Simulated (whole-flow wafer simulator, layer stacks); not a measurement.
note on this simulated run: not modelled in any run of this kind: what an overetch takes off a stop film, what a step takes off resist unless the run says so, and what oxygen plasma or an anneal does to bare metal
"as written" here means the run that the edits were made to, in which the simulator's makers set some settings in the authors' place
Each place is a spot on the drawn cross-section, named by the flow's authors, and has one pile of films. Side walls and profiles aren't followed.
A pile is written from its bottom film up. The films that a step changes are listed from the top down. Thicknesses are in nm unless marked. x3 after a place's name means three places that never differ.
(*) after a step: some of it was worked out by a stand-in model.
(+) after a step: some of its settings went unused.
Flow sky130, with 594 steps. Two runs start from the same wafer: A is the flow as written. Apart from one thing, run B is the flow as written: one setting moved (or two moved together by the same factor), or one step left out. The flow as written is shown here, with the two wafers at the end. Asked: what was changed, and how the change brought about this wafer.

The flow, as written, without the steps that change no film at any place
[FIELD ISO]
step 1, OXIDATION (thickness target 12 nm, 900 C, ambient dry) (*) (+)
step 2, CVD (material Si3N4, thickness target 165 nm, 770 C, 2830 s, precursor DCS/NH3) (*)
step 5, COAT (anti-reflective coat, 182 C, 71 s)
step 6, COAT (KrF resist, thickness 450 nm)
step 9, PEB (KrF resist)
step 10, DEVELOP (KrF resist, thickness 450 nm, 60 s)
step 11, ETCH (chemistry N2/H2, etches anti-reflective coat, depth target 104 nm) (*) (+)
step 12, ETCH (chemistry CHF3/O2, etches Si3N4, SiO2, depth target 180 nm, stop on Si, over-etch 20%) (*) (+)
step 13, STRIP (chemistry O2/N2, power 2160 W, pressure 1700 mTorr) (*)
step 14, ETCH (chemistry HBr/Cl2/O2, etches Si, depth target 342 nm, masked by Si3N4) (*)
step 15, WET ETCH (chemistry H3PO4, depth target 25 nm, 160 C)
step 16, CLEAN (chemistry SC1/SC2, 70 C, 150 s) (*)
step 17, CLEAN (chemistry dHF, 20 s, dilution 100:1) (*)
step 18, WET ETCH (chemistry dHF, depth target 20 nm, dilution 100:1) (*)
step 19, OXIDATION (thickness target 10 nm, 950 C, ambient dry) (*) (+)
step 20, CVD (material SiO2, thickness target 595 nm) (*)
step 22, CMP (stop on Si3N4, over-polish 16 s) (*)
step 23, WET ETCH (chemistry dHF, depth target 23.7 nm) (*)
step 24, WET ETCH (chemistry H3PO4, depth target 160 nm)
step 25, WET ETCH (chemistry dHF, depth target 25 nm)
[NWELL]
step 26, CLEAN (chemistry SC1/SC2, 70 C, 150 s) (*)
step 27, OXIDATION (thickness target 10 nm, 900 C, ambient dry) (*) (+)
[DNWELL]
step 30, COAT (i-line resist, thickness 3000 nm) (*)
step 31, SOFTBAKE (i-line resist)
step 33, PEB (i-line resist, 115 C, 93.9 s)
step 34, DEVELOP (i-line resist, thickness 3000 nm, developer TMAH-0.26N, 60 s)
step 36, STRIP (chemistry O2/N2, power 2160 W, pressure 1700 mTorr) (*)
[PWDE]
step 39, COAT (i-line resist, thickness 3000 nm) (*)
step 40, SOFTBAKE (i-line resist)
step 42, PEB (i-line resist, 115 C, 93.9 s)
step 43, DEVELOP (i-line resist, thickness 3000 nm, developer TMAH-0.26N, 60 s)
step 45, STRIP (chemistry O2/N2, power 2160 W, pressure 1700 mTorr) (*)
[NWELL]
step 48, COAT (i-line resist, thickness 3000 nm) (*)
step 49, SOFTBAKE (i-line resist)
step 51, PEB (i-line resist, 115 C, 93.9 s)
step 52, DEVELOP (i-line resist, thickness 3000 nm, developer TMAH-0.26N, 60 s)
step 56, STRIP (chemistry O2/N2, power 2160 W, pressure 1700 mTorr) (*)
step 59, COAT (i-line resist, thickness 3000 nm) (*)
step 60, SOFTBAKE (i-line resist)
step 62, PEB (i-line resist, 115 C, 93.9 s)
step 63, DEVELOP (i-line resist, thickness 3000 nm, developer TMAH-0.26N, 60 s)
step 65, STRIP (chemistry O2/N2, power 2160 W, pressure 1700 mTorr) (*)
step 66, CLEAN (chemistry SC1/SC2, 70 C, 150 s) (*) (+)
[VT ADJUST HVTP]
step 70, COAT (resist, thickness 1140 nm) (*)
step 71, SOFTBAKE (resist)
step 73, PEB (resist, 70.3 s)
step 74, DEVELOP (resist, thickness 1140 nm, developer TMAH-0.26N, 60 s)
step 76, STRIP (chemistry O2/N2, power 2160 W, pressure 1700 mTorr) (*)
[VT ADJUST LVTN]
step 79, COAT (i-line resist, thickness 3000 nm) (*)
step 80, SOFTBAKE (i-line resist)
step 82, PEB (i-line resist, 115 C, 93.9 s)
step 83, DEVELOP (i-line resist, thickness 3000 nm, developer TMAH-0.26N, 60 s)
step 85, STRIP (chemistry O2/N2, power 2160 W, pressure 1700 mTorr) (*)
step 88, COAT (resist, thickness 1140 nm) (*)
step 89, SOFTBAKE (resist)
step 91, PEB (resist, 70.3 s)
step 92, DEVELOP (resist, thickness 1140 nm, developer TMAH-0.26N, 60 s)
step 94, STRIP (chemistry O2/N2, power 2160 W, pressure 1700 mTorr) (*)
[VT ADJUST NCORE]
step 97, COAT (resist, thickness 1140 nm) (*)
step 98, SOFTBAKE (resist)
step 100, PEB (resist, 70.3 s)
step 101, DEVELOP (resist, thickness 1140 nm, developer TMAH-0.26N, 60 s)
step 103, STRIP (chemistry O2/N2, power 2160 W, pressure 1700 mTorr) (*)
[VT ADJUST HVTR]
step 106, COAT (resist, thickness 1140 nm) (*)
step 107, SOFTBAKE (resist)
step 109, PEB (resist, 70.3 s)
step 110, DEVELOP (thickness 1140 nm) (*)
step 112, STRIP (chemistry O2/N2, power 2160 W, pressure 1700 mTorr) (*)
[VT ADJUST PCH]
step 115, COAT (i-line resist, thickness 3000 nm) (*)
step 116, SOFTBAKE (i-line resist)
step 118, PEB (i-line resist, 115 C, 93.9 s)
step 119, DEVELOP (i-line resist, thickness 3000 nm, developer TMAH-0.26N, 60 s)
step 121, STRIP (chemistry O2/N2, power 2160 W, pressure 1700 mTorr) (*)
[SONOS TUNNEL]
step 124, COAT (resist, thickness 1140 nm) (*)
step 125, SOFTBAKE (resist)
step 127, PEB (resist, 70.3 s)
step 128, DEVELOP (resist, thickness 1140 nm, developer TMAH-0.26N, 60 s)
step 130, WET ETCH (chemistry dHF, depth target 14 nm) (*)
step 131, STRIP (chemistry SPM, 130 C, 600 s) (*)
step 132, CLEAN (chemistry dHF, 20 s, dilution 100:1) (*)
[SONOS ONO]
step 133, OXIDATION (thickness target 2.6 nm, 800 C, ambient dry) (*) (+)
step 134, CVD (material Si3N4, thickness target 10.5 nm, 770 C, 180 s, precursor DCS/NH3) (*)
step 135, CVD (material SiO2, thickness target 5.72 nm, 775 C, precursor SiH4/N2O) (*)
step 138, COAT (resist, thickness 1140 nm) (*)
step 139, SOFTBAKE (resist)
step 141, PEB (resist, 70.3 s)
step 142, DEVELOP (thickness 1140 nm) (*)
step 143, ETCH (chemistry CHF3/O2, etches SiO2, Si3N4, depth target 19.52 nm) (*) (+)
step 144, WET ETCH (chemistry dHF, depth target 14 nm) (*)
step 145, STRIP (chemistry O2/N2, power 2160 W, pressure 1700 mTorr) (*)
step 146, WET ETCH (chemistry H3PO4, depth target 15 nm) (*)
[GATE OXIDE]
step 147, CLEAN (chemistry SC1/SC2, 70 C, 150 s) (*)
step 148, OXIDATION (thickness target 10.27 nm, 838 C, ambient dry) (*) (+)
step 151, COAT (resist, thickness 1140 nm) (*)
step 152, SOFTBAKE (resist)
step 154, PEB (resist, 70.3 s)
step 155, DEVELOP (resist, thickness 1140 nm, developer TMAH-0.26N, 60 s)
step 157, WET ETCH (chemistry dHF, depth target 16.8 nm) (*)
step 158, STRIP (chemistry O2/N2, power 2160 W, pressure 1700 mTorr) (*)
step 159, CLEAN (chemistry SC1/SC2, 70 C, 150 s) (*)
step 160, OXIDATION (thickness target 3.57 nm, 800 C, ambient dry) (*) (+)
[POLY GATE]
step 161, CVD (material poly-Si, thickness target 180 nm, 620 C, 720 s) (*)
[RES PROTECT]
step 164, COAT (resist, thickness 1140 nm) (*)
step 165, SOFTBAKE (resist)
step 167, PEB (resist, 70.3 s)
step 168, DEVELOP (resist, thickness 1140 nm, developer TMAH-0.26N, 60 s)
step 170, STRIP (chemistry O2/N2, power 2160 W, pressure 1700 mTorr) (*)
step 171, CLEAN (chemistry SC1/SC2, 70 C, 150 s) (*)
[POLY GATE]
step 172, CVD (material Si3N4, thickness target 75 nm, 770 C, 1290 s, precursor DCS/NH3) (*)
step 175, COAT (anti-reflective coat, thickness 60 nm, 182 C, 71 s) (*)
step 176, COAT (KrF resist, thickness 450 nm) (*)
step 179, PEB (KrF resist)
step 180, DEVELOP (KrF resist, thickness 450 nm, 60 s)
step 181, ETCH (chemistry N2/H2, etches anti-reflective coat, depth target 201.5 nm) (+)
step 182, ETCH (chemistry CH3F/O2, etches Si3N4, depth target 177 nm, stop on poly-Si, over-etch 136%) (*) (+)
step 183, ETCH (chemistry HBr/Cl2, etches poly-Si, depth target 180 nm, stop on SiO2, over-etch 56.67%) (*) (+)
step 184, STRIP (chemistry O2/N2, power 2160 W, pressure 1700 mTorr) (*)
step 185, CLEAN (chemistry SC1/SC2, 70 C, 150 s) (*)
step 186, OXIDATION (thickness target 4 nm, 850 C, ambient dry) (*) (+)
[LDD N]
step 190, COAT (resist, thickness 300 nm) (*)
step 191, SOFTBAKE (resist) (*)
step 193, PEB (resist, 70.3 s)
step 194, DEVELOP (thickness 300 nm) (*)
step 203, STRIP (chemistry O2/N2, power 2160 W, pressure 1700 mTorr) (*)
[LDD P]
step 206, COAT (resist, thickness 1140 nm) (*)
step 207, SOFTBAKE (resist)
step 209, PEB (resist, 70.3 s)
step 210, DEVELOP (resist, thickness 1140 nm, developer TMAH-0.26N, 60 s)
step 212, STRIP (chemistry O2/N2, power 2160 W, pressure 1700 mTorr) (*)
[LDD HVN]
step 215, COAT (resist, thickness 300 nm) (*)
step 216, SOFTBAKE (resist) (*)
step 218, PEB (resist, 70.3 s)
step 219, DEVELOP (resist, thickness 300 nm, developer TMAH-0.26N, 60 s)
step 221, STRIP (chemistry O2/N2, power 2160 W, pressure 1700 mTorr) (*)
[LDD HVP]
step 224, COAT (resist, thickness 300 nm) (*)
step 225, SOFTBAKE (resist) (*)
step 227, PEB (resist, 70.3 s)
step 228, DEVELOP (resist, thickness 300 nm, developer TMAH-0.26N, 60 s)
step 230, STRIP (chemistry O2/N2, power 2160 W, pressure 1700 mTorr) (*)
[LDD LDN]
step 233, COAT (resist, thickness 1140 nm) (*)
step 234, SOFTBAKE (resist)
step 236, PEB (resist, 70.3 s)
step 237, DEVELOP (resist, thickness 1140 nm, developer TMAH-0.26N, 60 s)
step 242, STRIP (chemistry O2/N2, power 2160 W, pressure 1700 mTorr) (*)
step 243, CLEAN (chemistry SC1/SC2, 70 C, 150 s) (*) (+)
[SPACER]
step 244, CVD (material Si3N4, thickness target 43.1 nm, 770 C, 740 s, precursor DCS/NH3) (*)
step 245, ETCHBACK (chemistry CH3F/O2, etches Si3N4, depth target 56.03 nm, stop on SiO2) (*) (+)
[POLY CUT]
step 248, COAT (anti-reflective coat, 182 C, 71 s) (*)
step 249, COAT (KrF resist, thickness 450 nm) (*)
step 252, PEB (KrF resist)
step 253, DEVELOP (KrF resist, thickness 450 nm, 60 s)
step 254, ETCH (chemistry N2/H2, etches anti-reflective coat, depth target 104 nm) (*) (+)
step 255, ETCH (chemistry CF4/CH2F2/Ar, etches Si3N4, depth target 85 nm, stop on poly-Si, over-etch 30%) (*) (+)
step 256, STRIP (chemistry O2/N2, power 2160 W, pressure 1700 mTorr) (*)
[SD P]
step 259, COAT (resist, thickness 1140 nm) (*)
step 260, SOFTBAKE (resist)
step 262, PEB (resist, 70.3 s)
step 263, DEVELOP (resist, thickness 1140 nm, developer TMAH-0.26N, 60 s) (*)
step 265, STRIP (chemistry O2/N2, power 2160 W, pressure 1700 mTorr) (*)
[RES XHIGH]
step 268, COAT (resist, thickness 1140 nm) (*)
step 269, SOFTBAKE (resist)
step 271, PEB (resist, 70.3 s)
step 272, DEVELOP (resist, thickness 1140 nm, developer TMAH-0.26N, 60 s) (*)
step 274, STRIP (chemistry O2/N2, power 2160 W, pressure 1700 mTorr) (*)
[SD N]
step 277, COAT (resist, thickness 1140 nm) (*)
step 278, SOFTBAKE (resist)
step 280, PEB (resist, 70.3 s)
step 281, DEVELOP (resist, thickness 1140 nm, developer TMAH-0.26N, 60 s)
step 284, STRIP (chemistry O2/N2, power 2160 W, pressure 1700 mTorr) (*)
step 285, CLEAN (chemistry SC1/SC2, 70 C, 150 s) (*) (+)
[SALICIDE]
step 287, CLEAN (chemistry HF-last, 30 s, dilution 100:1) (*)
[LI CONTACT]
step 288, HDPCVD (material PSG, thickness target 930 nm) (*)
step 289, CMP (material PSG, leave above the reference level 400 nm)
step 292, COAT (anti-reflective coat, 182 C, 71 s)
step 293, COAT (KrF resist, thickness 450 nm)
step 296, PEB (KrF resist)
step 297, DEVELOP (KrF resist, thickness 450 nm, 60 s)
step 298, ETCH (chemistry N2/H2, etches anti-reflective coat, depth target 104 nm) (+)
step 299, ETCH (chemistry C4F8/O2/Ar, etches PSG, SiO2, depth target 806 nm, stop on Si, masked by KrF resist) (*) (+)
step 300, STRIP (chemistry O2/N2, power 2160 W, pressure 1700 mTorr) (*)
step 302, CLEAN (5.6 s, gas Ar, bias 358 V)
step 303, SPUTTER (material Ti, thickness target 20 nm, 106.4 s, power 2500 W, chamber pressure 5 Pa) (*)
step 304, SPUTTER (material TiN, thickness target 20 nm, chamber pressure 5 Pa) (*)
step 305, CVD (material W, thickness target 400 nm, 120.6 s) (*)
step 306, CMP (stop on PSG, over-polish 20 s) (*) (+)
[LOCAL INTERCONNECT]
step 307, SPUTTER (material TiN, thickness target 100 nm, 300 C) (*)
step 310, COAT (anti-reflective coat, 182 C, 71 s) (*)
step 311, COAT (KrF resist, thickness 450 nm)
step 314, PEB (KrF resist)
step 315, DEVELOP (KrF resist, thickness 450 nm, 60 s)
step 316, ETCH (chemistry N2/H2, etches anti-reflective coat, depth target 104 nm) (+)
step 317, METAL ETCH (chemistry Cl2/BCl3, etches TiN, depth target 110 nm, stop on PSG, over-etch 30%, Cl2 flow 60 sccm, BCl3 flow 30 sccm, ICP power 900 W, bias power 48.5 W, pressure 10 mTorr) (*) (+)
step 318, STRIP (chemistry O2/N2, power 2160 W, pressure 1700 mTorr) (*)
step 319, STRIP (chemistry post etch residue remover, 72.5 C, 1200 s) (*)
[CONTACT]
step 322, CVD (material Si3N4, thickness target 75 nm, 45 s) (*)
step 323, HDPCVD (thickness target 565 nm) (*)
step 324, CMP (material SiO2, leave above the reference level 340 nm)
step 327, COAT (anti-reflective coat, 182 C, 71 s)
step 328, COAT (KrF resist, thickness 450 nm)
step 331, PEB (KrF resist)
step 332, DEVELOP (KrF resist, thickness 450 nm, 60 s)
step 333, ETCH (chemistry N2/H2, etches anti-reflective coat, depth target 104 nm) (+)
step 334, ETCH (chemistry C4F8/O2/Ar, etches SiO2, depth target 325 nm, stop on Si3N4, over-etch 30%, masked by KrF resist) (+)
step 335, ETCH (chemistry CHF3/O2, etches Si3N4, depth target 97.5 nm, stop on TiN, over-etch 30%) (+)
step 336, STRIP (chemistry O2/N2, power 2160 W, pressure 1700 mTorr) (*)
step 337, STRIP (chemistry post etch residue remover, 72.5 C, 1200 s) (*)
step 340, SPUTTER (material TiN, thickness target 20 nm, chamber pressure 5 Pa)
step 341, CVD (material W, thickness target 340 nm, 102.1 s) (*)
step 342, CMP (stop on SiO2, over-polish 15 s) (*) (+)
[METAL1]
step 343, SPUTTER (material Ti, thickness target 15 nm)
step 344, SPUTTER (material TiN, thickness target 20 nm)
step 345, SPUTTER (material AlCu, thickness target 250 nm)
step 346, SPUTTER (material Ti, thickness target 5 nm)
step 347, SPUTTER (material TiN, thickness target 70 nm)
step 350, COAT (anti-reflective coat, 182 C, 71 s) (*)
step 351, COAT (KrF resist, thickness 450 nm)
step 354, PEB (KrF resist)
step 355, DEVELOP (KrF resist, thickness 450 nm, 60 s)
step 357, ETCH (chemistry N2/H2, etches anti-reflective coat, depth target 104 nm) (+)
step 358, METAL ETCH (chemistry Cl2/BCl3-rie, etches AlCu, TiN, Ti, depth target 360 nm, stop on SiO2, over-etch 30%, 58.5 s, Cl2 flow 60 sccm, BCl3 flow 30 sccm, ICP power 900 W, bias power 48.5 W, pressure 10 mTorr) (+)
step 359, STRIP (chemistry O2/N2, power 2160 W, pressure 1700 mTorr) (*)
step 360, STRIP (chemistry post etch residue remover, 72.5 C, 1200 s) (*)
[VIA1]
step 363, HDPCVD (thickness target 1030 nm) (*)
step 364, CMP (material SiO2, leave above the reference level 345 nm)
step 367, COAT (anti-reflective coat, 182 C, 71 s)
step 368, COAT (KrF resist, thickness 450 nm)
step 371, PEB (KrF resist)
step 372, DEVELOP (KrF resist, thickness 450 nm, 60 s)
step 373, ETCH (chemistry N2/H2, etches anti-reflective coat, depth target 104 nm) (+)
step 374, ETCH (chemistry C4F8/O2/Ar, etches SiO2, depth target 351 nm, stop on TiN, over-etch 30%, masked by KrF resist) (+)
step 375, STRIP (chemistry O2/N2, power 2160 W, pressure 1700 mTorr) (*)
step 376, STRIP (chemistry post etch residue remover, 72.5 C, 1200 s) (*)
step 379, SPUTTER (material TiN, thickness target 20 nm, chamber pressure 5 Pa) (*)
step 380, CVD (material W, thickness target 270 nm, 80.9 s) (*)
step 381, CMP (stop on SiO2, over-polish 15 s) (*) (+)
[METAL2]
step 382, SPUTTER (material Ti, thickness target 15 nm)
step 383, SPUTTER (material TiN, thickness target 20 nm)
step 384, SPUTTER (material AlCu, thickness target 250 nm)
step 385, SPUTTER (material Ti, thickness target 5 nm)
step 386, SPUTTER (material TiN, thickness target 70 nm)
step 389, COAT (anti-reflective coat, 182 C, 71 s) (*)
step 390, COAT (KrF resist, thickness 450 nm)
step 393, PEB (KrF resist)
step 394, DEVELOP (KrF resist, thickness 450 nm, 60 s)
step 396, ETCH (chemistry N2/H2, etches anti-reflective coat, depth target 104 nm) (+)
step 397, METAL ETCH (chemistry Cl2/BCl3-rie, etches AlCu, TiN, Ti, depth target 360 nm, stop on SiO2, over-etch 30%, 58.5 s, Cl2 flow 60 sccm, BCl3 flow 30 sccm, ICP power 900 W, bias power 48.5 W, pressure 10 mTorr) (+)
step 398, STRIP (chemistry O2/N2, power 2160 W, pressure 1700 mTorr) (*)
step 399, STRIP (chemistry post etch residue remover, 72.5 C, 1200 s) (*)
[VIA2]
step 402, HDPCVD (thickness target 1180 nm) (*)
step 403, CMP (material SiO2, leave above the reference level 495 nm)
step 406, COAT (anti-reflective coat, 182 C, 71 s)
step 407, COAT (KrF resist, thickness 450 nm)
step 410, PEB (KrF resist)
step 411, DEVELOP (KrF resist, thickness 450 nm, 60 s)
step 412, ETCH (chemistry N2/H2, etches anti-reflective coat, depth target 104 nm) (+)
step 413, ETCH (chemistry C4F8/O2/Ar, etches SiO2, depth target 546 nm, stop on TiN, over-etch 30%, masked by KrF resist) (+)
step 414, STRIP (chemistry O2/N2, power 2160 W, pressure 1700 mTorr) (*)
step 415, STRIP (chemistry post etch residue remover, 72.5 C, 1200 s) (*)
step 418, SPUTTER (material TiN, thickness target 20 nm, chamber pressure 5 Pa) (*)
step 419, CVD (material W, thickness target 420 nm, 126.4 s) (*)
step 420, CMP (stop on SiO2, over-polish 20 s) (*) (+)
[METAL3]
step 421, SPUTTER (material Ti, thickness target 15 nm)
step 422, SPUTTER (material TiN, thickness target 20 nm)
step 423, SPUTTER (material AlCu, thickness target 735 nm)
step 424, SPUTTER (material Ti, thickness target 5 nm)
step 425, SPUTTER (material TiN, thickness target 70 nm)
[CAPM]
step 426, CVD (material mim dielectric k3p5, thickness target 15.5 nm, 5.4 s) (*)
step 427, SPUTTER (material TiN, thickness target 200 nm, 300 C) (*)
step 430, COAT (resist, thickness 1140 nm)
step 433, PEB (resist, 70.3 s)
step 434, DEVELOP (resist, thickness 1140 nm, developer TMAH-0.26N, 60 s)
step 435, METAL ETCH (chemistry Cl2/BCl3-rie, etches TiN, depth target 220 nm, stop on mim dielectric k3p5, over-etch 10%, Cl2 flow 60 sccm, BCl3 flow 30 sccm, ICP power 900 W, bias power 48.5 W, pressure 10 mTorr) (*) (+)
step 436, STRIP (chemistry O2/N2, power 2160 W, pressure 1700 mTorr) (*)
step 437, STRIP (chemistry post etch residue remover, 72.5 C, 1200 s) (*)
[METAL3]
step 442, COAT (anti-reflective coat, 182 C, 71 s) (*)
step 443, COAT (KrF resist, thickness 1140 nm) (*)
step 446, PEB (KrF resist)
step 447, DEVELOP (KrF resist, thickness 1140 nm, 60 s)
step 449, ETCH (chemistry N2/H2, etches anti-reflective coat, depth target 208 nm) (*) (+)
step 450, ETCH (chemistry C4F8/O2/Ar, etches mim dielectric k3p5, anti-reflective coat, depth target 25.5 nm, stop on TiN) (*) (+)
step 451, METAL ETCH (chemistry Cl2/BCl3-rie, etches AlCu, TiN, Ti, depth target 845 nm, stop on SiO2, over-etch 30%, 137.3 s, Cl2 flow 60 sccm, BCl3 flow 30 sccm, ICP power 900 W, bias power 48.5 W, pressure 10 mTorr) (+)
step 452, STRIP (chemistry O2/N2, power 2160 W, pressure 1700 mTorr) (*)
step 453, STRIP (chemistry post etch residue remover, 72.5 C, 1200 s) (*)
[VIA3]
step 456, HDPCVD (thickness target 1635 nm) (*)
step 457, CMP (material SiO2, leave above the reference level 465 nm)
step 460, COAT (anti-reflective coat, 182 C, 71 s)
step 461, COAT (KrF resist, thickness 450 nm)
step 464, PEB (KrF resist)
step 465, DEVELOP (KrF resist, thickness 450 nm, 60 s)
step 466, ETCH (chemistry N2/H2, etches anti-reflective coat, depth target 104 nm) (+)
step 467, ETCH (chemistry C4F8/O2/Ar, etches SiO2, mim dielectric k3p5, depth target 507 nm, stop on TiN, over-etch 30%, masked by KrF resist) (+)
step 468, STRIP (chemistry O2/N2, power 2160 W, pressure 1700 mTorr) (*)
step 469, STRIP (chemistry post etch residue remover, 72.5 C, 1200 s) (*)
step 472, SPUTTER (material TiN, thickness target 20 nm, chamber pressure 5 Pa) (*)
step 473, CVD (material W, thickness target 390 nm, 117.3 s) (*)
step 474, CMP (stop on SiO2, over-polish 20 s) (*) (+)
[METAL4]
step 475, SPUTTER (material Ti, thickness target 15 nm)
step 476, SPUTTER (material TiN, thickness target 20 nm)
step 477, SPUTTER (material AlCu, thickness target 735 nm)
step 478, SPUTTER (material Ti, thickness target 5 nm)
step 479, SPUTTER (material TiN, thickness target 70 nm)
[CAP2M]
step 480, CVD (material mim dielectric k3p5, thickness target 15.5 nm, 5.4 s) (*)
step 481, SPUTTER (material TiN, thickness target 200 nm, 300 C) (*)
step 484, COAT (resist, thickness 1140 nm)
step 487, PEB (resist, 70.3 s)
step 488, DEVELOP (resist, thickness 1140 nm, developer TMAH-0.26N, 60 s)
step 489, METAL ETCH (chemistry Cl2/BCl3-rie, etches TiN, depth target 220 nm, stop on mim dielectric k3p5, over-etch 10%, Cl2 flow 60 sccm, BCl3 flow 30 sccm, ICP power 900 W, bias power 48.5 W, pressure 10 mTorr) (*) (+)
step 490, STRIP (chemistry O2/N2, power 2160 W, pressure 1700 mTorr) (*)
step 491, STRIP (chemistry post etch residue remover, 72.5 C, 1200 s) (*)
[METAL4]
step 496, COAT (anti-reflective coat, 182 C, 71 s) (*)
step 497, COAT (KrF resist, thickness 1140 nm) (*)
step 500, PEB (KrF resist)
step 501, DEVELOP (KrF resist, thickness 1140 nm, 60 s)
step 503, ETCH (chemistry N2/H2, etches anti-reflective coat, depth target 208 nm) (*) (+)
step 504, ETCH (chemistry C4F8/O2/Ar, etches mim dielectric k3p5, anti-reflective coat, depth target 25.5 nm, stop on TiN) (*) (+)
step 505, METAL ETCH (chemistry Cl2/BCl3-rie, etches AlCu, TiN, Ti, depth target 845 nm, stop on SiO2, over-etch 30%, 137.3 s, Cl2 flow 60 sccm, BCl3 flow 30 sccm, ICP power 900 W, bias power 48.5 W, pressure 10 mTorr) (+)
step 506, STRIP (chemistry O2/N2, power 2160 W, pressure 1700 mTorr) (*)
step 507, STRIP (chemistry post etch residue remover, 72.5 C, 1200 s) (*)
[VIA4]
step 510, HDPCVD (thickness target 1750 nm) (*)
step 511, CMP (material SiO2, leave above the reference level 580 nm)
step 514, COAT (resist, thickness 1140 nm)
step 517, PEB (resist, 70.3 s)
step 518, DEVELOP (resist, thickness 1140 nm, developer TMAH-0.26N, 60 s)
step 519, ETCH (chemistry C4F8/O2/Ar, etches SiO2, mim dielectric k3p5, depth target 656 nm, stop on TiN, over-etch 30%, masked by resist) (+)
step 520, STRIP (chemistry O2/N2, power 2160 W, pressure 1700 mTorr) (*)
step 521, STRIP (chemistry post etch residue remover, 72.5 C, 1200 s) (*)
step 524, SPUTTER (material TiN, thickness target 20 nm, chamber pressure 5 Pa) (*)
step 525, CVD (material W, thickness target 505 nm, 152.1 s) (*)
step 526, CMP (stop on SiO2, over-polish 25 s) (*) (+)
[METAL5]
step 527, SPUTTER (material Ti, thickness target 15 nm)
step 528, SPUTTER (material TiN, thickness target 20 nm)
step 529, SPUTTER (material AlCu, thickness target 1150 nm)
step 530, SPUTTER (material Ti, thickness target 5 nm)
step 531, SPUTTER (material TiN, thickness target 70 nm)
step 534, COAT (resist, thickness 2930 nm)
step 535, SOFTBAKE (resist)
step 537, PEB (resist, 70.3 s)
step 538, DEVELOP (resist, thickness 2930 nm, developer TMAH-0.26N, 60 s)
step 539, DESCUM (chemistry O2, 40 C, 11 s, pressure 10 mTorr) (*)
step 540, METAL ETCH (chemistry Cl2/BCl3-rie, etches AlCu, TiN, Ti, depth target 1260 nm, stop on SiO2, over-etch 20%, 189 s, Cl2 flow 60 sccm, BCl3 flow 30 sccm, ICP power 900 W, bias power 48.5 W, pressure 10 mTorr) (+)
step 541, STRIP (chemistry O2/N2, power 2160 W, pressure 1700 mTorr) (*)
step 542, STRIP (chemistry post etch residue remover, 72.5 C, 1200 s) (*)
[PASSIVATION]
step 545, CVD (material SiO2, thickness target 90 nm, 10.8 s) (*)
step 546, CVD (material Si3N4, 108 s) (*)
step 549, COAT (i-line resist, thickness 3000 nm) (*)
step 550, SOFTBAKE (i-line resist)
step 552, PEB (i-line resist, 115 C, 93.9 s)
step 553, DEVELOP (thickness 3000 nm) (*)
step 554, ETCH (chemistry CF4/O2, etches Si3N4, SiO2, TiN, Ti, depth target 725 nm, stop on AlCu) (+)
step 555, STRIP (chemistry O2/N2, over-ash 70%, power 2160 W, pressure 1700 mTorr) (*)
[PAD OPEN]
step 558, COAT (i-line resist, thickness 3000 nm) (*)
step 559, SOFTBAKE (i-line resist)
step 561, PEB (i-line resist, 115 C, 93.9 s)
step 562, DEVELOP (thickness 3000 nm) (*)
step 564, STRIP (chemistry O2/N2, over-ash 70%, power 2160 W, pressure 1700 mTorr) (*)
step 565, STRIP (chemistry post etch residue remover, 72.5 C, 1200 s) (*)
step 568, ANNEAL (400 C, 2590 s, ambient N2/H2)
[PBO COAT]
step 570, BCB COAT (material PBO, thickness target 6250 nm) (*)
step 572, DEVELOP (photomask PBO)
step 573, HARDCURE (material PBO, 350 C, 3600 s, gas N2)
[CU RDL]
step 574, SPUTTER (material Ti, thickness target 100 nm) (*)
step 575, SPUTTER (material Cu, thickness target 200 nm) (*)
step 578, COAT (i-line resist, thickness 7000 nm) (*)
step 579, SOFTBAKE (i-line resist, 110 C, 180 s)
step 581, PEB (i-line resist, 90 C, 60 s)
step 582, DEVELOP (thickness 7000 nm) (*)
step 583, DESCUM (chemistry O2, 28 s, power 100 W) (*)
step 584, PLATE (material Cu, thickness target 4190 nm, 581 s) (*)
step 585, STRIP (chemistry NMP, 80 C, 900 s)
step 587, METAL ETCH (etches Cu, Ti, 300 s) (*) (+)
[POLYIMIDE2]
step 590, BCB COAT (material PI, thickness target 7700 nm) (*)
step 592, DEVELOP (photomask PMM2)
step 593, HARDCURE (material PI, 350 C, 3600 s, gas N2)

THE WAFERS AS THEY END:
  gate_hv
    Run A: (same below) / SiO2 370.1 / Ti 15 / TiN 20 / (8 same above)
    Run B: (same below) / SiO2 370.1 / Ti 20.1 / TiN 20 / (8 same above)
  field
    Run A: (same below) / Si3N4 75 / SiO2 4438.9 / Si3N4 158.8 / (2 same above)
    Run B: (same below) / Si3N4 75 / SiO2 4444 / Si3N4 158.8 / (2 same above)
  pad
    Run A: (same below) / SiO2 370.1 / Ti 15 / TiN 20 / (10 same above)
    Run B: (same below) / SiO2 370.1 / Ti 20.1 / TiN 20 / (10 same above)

What caused this: step 475, SPUTTER: thickness target 20.1 nm was run, though the flow has thickness target 15 nm.
One can read it off the wafer: gate_hv has Ti 20.1, and step 475 as written asks for 15 nm.

The path from the change to this, step by step:
  step 475, SPUTTER (material Ti, thickness target 15 nm)
      field, active, n_well and 189 more: A +15 Ti (new film) | B +20.1 Ti (new film)
  step 505, METAL ETCH (chemistry Cl2/BCl3-rie, etches AlCu, TiN, Ti, depth target 845 nm, stop on SiO2, over-etch 30%, 137.3 s, Cl2 flow 60 sccm, BCl3 flow 30 sccm, ICP power 900 W, bias power 48.5 W, pressure 10 mTorr) (+)
      field, gate, spacer and 68 more: A -70 TiN (all of it), -5 Ti (all of it), -735 AlCu (all of it), -20 TiN (all of it), -15 Ti (all of it), -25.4 SiO2 | B -70 TiN (all of it), -5 Ti (all of it), -735 AlCu (all of it), -20 TiN (all of it), -20.1 Ti (all of it), -24.8 SiO2
      active, vpp_iso1, mim_edge_plate and 14 more: A -70 TiN (all of it), -5 Ti (all of it), -735 AlCu (all of it), -20 TiN (all of it), -15 Ti (all of it), -25.3 SiO2 | B -70 TiN (all of it), -5 Ti (all of it), -735 AlCu (all of it), -20 TiN (all of it), -20.1 Ti (all of it), -24.8 SiO2
